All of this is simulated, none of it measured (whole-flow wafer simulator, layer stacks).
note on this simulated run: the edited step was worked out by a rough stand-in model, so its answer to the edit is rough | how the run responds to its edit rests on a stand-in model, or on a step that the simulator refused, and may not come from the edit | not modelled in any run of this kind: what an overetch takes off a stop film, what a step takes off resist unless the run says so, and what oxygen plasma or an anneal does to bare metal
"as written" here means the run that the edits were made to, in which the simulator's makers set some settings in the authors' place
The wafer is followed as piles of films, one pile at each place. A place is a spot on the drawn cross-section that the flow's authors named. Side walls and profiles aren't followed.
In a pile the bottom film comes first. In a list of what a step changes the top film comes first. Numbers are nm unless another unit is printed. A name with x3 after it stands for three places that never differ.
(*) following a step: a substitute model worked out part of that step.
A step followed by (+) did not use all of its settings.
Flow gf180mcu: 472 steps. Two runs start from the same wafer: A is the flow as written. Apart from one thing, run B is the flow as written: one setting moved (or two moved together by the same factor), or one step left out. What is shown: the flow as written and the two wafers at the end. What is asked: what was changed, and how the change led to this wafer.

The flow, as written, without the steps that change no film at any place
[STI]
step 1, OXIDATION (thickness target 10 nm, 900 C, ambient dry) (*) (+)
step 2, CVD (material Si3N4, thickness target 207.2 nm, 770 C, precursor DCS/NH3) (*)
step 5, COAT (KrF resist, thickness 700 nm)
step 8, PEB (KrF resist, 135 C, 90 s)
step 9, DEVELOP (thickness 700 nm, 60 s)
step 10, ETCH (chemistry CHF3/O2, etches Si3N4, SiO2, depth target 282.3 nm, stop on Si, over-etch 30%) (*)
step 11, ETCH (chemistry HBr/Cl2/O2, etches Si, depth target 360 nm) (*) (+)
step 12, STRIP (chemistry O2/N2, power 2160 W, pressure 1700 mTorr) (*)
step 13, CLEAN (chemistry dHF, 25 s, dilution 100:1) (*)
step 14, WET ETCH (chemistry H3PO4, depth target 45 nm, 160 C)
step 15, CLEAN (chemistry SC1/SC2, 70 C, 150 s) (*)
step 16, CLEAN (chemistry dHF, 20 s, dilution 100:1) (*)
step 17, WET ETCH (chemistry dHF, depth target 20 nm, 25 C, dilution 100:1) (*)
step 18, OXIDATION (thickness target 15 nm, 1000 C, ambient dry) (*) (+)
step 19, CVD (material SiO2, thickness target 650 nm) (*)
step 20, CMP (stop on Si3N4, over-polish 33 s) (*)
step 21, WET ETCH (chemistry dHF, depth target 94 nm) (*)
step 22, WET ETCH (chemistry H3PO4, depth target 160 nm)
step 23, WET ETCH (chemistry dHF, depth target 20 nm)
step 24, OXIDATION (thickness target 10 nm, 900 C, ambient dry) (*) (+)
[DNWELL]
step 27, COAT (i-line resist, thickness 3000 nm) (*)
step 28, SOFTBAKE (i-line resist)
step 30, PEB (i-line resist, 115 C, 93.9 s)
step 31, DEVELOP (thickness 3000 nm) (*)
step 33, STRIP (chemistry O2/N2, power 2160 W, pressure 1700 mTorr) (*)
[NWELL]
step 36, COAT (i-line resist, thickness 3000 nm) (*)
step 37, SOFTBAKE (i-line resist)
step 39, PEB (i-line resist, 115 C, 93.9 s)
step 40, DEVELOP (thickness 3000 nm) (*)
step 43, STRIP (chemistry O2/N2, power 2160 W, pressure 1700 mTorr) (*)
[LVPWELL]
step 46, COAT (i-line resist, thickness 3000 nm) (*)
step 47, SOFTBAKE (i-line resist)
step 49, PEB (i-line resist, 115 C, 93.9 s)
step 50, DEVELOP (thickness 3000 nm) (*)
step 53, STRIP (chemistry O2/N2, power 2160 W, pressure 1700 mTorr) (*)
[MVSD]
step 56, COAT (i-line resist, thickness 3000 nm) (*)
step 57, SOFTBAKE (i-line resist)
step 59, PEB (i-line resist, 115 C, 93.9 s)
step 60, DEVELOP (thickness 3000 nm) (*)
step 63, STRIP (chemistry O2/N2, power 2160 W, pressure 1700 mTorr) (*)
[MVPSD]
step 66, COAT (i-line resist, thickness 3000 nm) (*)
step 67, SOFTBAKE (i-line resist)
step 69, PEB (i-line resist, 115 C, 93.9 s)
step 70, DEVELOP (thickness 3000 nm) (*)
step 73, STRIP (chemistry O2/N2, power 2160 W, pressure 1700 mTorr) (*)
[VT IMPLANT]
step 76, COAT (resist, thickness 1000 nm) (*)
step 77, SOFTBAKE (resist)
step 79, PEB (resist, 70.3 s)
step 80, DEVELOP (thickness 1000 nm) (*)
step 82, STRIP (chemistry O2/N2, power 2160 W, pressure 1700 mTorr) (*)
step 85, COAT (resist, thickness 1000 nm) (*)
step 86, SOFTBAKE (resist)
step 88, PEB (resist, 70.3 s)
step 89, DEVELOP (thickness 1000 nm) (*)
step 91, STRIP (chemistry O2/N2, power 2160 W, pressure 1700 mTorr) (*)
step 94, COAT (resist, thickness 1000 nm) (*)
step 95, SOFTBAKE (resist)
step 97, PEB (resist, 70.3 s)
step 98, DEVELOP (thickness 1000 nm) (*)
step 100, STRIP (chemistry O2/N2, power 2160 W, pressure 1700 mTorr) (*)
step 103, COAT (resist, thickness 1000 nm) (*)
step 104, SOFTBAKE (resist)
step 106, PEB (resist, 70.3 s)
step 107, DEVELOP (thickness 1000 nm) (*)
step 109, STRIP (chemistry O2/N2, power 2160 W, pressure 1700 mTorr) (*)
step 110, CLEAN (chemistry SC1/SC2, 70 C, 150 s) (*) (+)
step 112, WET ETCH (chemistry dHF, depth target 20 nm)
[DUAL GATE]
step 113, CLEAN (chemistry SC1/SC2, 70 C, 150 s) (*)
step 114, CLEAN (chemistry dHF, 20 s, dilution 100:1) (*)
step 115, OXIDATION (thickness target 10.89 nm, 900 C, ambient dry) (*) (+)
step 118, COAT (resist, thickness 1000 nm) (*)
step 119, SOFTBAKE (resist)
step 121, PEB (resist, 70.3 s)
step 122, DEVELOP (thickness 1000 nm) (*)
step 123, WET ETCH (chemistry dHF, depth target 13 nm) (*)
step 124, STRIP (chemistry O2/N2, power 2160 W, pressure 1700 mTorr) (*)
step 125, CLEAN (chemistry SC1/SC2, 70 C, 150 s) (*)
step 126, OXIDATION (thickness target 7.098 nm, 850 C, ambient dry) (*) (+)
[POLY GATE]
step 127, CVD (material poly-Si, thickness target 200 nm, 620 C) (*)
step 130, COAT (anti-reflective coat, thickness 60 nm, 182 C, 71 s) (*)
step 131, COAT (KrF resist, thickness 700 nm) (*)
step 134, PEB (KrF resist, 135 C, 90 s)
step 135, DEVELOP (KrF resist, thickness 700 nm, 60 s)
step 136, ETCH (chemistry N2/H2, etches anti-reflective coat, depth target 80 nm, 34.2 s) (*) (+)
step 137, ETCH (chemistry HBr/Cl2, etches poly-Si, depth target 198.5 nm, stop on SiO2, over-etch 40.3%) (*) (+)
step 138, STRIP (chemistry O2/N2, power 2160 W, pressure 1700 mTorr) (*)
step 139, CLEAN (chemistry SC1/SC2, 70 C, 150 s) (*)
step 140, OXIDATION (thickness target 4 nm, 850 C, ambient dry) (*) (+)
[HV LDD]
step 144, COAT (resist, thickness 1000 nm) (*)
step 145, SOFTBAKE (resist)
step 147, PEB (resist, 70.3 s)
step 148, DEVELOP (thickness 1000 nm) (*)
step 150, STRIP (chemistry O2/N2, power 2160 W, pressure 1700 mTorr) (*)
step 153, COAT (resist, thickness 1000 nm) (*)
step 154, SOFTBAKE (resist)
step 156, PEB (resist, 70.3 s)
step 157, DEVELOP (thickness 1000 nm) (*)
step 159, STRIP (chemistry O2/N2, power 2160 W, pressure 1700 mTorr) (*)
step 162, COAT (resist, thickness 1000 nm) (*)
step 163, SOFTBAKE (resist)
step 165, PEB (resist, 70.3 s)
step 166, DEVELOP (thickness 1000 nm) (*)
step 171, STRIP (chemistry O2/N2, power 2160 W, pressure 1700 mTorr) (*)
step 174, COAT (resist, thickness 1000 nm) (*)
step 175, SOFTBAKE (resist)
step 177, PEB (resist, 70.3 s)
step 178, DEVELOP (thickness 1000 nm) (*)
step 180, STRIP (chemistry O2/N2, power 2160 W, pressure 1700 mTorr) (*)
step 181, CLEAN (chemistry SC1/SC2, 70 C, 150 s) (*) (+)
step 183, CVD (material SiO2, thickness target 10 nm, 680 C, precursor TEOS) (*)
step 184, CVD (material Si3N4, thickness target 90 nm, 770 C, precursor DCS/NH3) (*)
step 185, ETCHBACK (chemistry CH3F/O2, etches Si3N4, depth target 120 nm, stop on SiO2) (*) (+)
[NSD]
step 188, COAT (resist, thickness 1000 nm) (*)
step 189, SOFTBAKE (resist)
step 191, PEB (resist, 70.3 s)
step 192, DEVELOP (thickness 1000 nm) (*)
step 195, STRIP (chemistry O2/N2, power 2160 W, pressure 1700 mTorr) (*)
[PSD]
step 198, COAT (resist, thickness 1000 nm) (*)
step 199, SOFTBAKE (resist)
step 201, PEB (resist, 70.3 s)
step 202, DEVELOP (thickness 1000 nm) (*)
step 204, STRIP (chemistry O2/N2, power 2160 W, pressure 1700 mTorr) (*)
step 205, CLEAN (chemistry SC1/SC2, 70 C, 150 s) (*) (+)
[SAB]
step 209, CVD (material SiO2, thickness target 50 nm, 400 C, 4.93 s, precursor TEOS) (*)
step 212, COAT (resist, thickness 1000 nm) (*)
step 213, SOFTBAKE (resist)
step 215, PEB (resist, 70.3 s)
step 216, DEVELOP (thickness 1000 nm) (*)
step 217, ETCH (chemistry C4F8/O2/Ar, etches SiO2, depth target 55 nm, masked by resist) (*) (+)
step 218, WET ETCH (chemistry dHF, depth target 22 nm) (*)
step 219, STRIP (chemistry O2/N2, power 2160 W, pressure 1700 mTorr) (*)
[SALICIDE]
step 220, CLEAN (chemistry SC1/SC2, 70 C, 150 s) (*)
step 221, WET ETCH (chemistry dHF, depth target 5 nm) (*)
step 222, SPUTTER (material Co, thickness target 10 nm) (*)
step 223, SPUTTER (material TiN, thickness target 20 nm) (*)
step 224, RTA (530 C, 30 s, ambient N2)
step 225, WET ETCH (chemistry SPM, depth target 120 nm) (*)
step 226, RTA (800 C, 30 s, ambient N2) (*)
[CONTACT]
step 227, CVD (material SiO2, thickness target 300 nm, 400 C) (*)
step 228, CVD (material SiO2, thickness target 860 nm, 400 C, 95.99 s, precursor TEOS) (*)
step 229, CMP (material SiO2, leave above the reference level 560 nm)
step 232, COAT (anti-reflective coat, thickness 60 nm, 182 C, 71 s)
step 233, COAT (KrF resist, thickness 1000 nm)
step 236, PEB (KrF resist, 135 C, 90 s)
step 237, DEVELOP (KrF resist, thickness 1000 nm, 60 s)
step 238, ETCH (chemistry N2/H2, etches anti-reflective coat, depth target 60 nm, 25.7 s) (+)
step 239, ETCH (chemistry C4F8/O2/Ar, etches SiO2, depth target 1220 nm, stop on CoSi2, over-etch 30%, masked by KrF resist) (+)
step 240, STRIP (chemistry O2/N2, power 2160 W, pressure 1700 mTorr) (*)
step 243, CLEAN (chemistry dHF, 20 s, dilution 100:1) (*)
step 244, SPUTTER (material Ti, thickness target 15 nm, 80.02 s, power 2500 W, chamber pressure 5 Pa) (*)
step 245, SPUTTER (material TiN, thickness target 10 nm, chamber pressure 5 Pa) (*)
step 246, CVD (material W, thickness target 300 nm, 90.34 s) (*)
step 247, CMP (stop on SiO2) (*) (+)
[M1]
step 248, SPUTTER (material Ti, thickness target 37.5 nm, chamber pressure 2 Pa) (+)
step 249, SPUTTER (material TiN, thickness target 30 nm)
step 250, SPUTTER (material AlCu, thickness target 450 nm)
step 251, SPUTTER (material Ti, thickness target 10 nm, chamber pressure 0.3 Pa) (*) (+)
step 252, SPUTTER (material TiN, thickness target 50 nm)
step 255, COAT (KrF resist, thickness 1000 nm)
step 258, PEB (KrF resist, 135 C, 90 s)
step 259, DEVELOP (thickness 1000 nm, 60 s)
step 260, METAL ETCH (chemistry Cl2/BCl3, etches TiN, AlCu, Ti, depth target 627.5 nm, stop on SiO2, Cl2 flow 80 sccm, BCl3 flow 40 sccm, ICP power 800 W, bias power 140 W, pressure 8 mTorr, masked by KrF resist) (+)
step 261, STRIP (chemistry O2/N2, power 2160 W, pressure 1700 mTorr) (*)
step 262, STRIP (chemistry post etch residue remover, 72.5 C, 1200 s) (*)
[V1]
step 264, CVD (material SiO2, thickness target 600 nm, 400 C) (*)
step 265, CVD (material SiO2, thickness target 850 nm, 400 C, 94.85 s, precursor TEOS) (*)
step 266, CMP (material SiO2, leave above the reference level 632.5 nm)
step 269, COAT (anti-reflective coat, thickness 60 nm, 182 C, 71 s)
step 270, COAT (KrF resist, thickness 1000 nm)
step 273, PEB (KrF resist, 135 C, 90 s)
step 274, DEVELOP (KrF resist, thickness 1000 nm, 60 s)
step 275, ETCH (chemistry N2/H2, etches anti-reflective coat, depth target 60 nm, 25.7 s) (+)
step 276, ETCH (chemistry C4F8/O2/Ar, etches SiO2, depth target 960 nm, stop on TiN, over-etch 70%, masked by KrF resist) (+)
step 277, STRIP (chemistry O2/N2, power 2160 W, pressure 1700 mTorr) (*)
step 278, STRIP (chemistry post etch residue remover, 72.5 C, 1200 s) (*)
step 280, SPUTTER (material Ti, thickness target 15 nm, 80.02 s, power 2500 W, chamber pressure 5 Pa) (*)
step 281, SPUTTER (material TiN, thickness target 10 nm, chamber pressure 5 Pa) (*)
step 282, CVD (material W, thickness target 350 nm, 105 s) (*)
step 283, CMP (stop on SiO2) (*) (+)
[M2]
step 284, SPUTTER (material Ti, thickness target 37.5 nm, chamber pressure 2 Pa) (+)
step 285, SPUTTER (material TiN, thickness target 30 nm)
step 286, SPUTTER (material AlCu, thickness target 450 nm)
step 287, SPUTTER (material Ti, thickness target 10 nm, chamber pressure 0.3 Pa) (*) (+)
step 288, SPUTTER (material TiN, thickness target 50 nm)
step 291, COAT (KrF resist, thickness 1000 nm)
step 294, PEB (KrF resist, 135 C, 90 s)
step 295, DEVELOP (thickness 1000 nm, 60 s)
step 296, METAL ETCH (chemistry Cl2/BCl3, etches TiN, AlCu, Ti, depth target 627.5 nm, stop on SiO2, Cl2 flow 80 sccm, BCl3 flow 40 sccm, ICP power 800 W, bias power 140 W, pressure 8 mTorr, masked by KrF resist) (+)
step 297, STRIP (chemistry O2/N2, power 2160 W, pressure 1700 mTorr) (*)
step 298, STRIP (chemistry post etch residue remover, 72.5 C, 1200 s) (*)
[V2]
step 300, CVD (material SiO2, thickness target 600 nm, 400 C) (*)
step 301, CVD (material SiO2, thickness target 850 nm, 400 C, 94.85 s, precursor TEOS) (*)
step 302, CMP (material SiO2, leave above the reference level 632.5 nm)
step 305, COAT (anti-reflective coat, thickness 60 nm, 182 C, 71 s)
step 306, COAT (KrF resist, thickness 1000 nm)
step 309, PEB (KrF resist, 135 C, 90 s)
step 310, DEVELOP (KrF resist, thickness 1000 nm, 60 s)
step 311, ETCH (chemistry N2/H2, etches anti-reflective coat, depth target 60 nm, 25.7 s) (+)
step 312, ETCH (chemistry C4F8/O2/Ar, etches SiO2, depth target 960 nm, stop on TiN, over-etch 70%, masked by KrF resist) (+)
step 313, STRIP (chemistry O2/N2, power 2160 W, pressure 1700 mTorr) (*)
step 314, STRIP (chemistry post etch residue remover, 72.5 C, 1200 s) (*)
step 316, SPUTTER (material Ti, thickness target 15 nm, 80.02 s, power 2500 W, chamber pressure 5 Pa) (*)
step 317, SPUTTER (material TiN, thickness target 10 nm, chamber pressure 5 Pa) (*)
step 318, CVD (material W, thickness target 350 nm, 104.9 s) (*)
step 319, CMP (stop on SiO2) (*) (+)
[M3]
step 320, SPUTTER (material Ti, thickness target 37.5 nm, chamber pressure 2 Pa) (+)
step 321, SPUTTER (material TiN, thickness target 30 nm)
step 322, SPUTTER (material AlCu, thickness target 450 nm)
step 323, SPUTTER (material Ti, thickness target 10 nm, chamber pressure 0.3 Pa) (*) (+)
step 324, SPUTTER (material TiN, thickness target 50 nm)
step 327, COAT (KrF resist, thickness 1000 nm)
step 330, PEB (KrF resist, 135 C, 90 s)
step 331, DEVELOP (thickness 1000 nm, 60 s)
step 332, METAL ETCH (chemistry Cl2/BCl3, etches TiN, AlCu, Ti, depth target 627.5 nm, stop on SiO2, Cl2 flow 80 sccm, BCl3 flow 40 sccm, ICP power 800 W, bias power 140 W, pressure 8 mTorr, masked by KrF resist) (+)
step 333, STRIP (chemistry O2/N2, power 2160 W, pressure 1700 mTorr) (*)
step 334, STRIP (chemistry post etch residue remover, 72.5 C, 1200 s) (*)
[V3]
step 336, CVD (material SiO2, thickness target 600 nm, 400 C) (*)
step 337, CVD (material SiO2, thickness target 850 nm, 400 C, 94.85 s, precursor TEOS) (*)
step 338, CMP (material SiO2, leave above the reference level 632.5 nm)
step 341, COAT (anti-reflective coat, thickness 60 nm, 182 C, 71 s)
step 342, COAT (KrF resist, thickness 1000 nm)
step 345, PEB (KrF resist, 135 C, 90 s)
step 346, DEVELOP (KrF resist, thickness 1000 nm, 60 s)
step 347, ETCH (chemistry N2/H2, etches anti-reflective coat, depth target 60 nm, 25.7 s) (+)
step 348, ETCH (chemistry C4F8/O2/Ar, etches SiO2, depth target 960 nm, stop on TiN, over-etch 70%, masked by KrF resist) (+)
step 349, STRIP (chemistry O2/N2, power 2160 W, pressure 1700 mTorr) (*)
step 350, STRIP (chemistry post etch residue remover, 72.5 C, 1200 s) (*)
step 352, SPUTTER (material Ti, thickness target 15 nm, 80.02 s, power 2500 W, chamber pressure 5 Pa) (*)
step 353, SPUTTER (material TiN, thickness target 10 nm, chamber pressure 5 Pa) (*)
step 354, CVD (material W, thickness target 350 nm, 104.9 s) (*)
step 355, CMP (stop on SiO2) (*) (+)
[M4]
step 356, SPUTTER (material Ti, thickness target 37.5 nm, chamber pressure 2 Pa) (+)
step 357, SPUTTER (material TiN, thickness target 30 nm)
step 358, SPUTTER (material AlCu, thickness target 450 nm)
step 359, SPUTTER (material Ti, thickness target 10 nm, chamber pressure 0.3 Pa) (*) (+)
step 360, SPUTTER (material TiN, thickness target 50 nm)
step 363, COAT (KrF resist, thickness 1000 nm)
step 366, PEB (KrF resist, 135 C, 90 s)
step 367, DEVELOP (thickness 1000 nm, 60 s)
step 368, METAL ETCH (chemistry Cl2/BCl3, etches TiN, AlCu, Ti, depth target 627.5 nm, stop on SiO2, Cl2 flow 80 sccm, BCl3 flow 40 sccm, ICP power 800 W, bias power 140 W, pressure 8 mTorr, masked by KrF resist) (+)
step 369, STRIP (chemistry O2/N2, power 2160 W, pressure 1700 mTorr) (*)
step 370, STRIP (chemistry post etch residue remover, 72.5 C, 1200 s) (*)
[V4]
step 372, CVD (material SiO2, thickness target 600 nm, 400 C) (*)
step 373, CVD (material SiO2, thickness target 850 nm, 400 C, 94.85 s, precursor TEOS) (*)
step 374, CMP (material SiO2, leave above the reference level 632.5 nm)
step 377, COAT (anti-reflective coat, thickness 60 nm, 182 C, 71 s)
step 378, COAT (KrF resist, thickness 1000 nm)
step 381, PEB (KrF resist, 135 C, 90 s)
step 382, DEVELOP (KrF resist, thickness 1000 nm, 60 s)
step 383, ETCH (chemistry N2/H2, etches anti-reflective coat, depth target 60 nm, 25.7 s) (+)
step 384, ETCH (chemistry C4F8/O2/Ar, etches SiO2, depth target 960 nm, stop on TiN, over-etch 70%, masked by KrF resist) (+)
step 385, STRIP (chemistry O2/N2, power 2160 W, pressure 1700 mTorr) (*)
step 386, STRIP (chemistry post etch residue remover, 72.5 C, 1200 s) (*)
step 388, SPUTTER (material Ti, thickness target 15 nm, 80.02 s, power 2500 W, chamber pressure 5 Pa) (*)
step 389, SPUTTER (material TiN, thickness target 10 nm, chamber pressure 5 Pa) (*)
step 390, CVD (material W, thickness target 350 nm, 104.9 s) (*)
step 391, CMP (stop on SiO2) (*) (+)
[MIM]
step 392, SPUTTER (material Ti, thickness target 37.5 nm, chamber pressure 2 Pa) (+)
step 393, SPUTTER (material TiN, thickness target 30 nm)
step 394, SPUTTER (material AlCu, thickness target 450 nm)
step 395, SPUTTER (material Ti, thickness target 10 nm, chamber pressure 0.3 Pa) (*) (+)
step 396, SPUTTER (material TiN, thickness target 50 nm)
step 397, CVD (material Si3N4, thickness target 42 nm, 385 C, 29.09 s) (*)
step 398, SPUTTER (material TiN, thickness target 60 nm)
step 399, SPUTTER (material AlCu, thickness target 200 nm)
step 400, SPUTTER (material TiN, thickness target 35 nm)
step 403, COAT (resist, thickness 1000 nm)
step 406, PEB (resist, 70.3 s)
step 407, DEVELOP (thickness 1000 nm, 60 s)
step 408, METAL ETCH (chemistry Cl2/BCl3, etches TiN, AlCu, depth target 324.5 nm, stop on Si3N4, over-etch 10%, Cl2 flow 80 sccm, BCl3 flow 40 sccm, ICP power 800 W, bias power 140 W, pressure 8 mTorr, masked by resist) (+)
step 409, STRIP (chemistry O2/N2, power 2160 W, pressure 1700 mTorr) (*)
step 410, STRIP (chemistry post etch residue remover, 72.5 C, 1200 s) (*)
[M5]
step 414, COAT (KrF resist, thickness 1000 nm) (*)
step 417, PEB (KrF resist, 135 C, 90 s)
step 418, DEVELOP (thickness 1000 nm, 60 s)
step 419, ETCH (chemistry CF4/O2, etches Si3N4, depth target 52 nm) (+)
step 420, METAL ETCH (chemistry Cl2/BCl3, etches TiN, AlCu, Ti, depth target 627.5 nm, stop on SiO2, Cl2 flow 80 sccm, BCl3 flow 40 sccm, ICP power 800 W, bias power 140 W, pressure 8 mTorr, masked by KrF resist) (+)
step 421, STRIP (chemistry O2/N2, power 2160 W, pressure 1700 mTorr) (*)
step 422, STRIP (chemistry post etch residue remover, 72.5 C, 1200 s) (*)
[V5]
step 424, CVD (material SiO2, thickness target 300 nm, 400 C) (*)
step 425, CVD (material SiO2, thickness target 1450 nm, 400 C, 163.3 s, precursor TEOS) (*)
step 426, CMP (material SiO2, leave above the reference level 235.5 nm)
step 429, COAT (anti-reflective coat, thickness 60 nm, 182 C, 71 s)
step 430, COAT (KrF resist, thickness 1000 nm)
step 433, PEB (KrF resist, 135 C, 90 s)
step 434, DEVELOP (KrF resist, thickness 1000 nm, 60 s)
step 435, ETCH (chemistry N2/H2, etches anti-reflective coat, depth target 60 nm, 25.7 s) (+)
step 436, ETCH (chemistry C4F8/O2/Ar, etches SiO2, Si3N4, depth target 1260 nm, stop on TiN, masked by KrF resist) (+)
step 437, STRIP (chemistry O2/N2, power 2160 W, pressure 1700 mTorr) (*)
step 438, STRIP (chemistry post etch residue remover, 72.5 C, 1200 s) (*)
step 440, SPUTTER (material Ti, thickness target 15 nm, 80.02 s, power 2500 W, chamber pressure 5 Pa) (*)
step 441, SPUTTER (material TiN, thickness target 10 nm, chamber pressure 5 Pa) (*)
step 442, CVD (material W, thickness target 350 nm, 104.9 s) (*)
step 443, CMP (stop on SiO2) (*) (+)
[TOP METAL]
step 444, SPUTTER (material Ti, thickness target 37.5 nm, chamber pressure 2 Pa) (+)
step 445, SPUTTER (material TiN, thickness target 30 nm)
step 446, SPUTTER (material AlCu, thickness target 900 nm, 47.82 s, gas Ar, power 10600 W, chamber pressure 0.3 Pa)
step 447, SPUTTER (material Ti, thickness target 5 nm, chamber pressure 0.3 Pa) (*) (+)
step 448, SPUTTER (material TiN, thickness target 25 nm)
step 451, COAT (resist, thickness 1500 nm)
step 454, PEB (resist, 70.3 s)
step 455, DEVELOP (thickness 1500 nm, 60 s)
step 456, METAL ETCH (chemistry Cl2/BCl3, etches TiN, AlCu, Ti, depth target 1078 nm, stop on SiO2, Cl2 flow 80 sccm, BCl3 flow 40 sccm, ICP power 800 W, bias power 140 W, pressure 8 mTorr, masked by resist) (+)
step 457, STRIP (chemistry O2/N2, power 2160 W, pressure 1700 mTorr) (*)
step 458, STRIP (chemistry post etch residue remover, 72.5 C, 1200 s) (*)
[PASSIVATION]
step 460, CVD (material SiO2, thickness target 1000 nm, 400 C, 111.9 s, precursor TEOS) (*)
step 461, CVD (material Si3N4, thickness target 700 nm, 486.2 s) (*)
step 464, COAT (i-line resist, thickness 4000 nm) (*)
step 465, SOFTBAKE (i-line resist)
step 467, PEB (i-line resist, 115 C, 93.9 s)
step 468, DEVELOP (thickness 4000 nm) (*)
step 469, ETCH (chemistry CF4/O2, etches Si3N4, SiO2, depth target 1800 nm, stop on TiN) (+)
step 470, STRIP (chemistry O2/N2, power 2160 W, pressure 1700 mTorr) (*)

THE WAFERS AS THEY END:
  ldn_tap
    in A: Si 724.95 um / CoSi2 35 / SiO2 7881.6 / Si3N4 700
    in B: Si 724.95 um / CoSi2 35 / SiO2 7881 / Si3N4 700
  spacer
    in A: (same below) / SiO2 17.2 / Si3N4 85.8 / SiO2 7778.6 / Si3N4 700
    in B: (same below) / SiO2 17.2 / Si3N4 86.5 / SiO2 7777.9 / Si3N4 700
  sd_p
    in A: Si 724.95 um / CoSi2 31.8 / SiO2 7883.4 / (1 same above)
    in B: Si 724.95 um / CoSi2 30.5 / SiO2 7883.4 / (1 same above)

The reason: step 209, CVD: thickness target 75 nm was run, whereas the flow has thickness target 50 nm; step 209, CVD: 7.395 s was run, where the flow has 4.93 s.

Step by step, how the change led to this:
  step 209, CVD (material SiO2, thickness target 50 nm, 400 C, 4.93 s, precursor TEOS) (*)
      field, field__w7, field__w8 and 73 more: A SiO2 gains 50 | B SiO2 gains 74.1
      field_sub__w1, field_sub__w3, field_sub__w4, field_sub__w5, ld_drift_n, nplus_u: A SiO2 gains 48.9 | B SiO2 gains 72.5
      (as well as at 27 more places)
  step 217, ETCH (chemistry C4F8/O2/Ar, etches SiO2, depth target 55 nm, masked by resist) (*) (+)
      spacer: A SiO2 loses 50 (all of it), Si3N4 loses 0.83 | B SiO2 loses 55
  step 218, WET ETCH (chemistry dHF, depth target 22 nm) (*)
      ldn_tap, ldn_src, ldn_drn, ldp_tap, ldp_src, ldp_drn, ldp_gr: A SiO2 loses 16 (all of it) | B SiO2 loses 38
      ld_drn_n, ld_sd_p: A SiO2 loses 14.8 (all of it) | B SiO2 loses 36.7
      (as well as at 91 more places)
  step 219, STRIP (chemistry O2/N2, power 2160 W, pressure 1700 mTorr) (*)
      active_hv, active_nat, ld_sd_n and 11 more: A chemical SiO2 gains 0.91 (new film), Si loses 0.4 | B nothing
  step 221, WET ETCH (chemistry dHF, depth target 5 nm) (*)
      ldn_tap, ldn_src, ldn_drn, ldp_tap, ldp_src, ldp_drn, ldp_gr: A chemical SiO2 loses 0.76 (all of it) | B SiO2 loses 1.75 (all of it)
      ld_drn_n, ld_sd_p: A chemical SiO2 loses 0.76 (all of it) | B SiO2 loses 1.31 (all of it)
      (as well as at 5 more places)
  step 223, SPUTTER (material TiN, thickness target 20 nm) (*)
      field__w12: A TiN gains 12 (new film) | B TiN gains 12.7 (new film)
      sd_p: A TiN gains 17.9 (new film) | B TiN gains 17.1 (new film)
      (as well as at 1 more place)
  step 224, RTA (530 C, 30 s, ambient N2)
      sd_p: A under 1 film: CoSi gains 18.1 (new film), Co loses 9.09 (all of it), Si loses 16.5 | B under 1 film: CoSi gains 17.4 (new film), Co loses 8.73 (all of it), Si loses 15.8
  step 225, WET ETCH (chemistry SPM, depth target 120 nm) (*)
      field__w12: A TiN loses 12 (all of it), Co loses 6.15 (all of it) | B TiN loses 12.7 (all of it), Co loses 6.45 (all of it)
      sd_p: A TiN loses 17.9 (all of it) | B TiN loses 17.1 (all of it)
      (as well as at 1 more place)
  step 226, RTA (800 C, 30 s, ambient N2) (*)
      sd_p: A CoSi2 gains 31.8 (new film), CoSi loses 18.1 (all of it), Si loses 16.5 | B CoSi2 gains 30.5 (new film), CoSi loses 17.4 (all of it), Si loses 15.8
  step 229, CMP (material SiO2, leave above the reference level 560 nm)
      ldn_sep__w1, ldn_sep__w2, ldn_dft and 8 more: A SiO2 loses 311 | B SiO2 loses 320.5
      sti, mim_1p0, pad, dice_street, iso_nw_fld, iso_fld_sub: A SiO2 loses 296.8 | B SiO2 loses 306.3
      (as well as at 43 more places)
